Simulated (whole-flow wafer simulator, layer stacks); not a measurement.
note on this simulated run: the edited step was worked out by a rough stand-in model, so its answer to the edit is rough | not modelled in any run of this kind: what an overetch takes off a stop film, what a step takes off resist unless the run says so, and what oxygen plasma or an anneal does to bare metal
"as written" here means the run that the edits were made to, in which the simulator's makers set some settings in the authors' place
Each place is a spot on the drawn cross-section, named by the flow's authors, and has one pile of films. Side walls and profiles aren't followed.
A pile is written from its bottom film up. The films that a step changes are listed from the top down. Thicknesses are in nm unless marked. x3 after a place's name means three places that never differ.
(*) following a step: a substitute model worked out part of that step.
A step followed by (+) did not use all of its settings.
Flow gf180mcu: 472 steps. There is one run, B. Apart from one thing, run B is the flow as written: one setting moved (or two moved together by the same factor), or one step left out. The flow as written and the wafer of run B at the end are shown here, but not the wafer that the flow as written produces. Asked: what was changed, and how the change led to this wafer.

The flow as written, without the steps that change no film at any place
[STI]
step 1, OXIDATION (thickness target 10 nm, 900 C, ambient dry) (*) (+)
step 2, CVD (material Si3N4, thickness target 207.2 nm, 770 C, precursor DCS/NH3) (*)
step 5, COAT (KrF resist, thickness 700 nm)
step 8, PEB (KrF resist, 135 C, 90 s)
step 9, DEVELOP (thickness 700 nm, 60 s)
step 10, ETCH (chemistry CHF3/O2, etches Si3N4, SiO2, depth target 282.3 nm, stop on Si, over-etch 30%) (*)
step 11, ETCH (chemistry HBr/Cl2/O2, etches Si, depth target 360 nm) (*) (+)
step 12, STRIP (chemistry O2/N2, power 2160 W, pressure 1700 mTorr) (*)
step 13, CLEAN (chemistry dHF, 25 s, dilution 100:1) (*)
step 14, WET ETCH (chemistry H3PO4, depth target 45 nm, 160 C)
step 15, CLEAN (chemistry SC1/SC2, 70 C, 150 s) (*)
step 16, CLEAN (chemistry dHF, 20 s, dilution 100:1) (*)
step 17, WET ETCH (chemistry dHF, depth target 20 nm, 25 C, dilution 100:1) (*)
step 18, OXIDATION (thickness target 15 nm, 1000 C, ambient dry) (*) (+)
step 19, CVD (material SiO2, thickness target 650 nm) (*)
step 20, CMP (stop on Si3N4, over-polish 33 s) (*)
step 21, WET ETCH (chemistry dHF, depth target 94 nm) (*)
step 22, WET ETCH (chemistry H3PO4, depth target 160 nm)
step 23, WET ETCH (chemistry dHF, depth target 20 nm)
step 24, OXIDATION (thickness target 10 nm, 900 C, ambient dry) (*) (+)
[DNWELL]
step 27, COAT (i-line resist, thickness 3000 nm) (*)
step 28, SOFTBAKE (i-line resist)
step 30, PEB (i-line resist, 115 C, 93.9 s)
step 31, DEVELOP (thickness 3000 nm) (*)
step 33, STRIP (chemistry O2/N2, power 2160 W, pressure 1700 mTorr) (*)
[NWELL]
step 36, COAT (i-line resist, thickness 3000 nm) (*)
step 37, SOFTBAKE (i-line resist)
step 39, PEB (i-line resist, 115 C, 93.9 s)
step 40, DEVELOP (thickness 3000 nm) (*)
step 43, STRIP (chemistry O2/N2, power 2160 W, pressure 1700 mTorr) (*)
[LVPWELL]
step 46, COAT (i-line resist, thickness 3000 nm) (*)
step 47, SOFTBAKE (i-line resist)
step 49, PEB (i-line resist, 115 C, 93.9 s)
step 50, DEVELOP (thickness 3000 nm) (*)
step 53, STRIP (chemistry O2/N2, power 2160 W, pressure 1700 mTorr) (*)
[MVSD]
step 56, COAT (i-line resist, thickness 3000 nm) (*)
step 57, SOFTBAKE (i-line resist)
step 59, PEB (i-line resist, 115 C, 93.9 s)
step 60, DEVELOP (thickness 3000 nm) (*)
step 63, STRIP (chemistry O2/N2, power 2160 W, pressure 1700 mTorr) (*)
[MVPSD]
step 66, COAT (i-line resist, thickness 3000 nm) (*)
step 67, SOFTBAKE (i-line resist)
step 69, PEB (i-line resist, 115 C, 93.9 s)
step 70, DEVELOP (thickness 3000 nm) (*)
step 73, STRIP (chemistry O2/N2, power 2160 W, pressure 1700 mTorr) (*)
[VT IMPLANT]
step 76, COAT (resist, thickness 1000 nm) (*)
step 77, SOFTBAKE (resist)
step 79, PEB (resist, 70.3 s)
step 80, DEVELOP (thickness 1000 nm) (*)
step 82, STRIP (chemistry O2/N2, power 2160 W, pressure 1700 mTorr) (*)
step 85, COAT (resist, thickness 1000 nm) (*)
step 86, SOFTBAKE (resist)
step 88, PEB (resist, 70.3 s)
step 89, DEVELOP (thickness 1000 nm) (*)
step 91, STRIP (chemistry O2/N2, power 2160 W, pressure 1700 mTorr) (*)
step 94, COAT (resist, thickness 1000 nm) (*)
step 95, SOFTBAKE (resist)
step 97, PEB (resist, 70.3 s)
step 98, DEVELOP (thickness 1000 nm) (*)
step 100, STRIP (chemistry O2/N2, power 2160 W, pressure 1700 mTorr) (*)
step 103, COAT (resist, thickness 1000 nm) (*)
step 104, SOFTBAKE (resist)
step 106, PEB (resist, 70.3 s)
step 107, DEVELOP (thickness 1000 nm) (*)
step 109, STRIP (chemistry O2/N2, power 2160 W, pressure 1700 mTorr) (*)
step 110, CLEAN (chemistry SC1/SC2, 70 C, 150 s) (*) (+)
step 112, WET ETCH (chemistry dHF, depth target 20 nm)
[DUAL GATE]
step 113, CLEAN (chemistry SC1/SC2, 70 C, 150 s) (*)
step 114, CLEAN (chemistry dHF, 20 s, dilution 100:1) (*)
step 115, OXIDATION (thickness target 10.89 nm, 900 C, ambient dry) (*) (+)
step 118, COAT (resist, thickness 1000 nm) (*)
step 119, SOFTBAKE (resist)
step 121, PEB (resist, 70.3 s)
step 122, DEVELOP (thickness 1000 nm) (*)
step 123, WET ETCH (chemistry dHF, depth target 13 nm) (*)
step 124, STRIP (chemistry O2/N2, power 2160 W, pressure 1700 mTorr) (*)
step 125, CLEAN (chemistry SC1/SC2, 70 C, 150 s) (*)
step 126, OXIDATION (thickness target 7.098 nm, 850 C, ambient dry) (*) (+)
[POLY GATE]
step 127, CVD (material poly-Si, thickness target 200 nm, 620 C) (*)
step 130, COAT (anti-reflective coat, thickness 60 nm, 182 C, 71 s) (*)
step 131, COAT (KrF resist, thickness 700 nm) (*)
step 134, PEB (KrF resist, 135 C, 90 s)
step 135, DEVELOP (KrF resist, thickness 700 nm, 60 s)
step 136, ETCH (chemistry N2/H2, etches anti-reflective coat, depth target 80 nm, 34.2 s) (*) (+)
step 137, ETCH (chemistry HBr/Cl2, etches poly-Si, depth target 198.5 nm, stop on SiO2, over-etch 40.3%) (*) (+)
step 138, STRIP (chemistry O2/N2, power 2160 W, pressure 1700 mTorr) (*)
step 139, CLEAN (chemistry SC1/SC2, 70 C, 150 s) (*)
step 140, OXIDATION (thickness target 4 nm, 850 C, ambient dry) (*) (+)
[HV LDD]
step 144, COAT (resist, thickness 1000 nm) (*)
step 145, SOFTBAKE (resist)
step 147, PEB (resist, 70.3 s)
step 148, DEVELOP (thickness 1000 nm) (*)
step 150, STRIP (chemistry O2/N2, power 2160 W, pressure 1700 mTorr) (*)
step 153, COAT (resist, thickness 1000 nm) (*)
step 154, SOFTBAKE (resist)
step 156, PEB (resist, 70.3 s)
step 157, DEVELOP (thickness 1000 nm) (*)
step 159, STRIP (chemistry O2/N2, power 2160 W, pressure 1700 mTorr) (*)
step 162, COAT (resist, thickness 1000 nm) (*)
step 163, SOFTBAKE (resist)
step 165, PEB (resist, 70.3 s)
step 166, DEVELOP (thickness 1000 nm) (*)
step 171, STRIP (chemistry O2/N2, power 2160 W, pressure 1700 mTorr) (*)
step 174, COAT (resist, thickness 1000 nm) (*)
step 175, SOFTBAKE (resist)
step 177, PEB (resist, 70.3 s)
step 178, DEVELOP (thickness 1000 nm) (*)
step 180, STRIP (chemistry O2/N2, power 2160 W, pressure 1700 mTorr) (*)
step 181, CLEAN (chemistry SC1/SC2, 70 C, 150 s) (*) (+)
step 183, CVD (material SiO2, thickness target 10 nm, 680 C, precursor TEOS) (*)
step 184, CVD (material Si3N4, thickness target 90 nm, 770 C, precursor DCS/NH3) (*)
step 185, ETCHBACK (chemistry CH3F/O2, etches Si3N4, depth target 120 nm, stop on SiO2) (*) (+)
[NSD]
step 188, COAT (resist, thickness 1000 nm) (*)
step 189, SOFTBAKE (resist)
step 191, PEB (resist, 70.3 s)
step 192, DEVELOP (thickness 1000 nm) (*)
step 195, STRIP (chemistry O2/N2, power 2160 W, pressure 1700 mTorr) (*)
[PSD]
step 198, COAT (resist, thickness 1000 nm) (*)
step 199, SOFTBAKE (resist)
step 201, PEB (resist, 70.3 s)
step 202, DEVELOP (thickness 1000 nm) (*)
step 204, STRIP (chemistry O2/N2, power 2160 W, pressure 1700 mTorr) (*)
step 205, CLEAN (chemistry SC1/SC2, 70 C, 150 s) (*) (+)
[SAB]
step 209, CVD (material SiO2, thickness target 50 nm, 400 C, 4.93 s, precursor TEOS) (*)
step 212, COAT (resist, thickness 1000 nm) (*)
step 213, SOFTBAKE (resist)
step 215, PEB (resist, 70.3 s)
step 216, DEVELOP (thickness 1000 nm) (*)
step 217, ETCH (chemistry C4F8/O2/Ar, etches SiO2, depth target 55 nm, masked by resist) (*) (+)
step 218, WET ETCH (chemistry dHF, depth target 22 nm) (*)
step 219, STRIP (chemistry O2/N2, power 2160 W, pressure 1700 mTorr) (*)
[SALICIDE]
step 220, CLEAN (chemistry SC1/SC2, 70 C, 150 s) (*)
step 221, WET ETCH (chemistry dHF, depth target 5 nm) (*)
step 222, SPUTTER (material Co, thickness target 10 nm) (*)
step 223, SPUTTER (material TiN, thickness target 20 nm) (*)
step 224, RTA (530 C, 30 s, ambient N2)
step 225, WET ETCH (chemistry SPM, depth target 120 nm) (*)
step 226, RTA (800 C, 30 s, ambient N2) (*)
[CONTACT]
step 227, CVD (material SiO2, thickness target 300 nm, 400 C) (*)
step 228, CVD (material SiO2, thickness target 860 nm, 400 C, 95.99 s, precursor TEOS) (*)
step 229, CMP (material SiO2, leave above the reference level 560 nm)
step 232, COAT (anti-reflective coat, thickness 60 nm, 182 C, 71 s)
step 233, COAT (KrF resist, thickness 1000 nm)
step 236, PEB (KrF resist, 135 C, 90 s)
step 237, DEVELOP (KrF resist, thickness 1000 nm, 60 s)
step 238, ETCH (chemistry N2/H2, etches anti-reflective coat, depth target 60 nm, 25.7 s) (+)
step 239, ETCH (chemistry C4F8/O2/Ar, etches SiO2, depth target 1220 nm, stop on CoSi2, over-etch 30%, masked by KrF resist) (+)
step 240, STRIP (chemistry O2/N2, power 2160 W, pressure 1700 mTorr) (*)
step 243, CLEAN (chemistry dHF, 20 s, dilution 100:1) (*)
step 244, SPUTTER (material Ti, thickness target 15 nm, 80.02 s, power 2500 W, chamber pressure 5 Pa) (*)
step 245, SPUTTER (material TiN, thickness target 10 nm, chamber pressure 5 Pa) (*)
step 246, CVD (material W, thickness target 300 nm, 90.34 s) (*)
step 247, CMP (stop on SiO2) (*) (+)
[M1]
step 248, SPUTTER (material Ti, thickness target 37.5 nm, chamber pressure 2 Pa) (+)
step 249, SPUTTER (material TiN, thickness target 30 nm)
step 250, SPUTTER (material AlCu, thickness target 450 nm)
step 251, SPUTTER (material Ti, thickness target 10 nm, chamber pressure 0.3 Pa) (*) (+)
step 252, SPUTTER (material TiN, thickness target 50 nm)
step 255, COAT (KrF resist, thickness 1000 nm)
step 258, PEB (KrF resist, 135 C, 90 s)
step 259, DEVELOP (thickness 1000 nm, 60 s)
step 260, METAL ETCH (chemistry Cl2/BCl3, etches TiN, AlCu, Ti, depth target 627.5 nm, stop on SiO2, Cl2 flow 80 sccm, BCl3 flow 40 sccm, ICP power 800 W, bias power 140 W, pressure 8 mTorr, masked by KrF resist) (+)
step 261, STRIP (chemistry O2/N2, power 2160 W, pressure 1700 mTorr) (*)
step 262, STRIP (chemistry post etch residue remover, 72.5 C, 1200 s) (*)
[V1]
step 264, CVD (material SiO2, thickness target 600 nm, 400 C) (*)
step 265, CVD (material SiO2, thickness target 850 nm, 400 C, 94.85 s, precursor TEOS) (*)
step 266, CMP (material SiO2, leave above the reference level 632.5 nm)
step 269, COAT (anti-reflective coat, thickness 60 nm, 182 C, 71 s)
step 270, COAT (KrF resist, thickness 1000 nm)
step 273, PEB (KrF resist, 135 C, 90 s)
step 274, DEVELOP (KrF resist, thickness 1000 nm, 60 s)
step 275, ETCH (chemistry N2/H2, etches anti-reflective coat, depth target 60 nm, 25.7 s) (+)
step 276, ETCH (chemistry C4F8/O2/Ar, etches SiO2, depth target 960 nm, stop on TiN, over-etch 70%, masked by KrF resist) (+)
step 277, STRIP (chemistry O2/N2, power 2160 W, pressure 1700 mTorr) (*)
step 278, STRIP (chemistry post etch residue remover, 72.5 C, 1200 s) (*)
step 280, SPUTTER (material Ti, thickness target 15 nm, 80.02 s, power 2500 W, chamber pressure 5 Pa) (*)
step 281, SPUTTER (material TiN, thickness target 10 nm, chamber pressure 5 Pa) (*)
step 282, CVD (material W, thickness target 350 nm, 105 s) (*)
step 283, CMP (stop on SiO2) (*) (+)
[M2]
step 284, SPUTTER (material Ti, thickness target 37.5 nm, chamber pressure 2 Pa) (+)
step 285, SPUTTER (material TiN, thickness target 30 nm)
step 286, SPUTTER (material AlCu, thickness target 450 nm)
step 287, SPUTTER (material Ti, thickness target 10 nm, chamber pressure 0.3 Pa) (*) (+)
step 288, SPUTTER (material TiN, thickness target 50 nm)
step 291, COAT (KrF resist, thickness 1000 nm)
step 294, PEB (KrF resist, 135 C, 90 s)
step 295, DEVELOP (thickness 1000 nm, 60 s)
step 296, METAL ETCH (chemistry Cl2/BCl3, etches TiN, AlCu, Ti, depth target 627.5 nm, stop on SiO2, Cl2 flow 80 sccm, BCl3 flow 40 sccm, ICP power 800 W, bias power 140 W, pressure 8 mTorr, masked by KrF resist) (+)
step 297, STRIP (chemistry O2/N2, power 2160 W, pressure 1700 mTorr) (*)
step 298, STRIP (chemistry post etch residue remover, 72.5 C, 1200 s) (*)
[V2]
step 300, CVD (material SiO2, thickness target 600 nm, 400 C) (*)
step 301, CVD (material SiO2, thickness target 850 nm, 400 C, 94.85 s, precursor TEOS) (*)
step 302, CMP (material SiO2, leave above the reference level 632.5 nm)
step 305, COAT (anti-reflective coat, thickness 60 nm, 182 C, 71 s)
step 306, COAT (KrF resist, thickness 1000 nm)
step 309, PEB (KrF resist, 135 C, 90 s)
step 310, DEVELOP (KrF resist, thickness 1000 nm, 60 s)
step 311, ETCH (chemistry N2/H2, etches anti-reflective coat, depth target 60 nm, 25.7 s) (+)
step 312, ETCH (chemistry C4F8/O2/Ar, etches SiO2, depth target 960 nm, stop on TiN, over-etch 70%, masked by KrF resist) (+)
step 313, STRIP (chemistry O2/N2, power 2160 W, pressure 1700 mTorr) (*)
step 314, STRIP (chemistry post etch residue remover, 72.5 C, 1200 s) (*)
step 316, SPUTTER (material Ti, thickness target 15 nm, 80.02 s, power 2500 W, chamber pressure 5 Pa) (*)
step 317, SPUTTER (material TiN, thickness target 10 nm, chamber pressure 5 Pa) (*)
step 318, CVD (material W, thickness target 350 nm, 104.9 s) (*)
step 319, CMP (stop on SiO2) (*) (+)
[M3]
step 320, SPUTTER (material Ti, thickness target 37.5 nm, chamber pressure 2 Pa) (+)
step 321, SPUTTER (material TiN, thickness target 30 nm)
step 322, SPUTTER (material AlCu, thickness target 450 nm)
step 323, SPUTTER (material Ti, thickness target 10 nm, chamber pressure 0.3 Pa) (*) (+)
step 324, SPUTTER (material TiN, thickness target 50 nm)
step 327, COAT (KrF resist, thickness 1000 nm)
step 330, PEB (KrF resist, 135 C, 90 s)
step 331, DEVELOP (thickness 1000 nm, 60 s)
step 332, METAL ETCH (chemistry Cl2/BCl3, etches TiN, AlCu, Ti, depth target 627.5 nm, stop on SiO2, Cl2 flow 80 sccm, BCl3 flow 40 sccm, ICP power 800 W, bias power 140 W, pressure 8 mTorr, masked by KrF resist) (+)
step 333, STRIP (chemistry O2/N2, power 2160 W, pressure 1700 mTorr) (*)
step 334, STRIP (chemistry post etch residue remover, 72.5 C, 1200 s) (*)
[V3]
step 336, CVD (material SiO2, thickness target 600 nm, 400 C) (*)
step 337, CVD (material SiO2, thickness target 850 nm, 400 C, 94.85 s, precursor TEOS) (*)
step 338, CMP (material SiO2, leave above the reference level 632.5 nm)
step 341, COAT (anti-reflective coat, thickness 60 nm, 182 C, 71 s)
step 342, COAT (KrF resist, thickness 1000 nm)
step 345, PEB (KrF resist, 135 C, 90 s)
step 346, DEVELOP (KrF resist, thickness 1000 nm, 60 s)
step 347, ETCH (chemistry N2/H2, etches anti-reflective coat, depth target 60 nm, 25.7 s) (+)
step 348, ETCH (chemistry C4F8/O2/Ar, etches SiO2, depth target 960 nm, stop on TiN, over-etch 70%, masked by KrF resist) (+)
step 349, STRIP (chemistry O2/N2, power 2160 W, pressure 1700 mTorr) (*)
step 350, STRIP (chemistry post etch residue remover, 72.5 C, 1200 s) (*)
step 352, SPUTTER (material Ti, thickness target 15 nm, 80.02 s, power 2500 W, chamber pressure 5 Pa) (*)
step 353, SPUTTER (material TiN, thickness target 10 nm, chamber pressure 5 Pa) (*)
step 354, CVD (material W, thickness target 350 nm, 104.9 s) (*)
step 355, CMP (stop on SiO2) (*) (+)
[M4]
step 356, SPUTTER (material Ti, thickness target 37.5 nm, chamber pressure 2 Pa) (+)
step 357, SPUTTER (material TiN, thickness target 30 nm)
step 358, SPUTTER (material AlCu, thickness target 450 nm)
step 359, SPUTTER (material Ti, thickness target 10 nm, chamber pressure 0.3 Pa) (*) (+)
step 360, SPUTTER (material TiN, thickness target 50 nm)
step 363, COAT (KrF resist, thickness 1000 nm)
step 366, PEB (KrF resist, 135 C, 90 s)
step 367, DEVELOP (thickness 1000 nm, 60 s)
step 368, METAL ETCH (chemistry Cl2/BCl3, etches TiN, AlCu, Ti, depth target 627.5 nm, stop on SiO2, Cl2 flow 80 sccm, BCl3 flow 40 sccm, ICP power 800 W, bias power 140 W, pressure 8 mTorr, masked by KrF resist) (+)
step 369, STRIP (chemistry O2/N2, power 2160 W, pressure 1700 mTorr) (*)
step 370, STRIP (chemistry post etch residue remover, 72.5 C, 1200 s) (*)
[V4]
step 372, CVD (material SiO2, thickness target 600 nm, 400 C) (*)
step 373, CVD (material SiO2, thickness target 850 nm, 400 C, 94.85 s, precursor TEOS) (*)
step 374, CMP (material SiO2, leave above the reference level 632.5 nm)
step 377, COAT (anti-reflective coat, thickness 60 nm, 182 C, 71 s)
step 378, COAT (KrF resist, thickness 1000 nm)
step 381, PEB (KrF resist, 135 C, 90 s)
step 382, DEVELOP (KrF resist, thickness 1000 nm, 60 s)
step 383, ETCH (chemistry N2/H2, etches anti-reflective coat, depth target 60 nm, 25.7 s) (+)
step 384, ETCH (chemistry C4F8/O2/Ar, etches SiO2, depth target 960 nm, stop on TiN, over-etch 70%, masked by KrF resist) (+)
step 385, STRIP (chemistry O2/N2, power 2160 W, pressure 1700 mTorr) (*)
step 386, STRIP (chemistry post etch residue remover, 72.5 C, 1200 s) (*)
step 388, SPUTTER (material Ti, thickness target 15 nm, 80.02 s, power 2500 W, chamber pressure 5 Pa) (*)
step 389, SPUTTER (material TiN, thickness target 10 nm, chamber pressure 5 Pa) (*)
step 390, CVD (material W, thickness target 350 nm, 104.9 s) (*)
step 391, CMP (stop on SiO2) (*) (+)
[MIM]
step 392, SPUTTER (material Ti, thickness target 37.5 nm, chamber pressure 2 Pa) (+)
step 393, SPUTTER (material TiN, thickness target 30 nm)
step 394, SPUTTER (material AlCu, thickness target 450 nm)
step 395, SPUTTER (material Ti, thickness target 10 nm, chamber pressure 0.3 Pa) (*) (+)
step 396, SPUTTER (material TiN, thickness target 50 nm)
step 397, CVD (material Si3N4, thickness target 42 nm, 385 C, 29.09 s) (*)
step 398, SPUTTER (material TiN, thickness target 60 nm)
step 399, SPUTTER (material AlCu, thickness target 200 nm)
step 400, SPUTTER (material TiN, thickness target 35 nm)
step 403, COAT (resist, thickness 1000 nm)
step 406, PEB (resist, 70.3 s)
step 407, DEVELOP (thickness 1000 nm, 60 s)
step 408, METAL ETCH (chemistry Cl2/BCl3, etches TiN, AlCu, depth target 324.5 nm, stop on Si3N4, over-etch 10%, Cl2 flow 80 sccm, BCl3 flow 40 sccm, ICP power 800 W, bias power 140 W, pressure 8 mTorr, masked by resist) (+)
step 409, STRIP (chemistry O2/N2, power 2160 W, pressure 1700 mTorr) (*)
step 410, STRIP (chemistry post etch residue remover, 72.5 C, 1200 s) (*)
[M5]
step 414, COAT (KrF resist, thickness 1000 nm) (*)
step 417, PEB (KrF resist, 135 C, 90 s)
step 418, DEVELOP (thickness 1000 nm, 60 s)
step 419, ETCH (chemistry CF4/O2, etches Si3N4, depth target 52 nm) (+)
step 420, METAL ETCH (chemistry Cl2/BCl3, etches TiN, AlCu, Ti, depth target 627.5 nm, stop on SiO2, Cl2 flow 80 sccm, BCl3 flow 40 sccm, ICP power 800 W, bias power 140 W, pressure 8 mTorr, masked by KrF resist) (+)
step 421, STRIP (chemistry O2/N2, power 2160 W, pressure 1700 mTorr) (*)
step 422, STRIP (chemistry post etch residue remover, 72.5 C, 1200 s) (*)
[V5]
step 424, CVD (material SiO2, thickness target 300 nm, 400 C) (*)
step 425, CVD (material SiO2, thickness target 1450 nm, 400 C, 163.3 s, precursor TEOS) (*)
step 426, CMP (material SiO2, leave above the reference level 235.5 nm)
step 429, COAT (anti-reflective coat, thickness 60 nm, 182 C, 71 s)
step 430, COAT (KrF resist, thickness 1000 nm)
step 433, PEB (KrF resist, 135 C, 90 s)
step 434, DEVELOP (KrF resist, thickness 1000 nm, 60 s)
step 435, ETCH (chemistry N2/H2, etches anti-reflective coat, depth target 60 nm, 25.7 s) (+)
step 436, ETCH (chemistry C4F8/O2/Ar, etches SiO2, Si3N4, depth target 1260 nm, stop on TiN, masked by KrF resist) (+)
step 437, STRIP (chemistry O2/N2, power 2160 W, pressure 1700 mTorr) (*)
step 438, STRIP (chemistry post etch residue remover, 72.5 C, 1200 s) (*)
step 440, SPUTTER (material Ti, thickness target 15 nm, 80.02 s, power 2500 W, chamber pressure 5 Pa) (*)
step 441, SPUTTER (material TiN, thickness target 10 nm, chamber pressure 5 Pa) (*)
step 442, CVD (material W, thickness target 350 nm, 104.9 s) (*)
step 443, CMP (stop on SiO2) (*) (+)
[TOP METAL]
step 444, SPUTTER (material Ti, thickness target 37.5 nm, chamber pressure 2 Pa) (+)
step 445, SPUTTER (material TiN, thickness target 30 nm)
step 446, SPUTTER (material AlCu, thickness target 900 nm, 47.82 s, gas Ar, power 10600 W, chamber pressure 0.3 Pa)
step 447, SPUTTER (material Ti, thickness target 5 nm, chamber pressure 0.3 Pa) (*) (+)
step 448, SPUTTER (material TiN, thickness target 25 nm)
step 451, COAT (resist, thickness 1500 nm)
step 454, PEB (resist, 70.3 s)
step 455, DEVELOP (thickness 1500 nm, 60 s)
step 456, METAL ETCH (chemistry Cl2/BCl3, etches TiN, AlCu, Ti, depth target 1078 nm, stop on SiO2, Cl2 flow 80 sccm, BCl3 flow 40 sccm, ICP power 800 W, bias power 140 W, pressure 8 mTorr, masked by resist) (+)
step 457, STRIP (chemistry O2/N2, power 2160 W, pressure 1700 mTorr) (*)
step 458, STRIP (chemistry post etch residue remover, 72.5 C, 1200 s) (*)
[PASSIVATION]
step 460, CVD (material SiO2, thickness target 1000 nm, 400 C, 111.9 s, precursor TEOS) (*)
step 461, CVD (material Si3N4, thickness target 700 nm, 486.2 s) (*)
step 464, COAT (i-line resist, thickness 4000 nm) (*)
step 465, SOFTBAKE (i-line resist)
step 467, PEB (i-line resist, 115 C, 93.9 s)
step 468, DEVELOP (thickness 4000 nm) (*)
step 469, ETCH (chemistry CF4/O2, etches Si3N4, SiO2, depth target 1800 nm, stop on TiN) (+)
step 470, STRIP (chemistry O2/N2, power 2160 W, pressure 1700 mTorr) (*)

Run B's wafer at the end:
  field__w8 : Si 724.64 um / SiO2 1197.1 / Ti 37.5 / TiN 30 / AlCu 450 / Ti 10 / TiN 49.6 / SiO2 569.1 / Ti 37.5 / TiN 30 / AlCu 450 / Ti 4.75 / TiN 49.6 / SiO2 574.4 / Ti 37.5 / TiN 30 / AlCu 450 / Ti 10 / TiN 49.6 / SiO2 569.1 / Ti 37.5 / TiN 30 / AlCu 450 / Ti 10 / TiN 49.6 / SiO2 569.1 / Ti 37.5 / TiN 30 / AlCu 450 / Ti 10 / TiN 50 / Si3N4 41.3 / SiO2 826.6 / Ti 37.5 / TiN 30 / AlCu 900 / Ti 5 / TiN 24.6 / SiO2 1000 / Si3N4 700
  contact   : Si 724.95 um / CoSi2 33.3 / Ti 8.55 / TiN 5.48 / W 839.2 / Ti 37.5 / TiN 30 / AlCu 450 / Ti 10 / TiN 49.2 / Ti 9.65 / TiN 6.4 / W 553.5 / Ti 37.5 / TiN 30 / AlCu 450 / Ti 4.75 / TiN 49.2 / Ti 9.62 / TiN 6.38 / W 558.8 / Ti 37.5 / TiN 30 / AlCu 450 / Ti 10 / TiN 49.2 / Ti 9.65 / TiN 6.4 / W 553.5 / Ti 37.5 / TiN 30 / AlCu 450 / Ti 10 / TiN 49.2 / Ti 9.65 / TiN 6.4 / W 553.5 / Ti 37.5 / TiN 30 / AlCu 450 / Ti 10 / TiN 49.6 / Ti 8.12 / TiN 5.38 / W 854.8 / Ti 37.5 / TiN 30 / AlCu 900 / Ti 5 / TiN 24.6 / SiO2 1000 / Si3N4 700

What caused this: step 287, SPUTTER: thickness target 4.75 nm was run, whereas the flow has thickness target 10 nm.
The wafer lets one read it off: field__w8 has Ti 4.75, and step 287 as written asks for 10 nm.

Step by step, how the change led to this:
  step 287, SPUTTER (material Ti, thickness target 10 nm, chamber pressure 0.3 Pa) (*) (+)
      field, field__w1, field__w2 and 108 more: Ti gains 4.75 (new film) (as written it would have been: Ti gains 10 (new film))
  step 296, METAL ETCH (chemistry Cl2/BCl3, etches TiN, AlCu, Ti, depth target 627.5 nm, stop on SiO2, Cl2 flow 80 sccm, BCl3 flow 40 sccm, ICP power 800 W, bias power 140 W, pressure 8 mTorr, masked by KrF resist) (+)
      field, field__w1, field__w2 and 103 more: TiN loses 50 (all of it), Ti loses 4.75 (all of it), AlCu loses 450 (all of it), TiN loses 30 (all of it), Ti loses 37.5 (all of it) (as written it would have been: TiN loses 50 (all of it), Ti loses 10 (all of it), AlCu loses 450 (all of it), TiN loses 30 (all of it), Ti loses 37.5 (all of it))
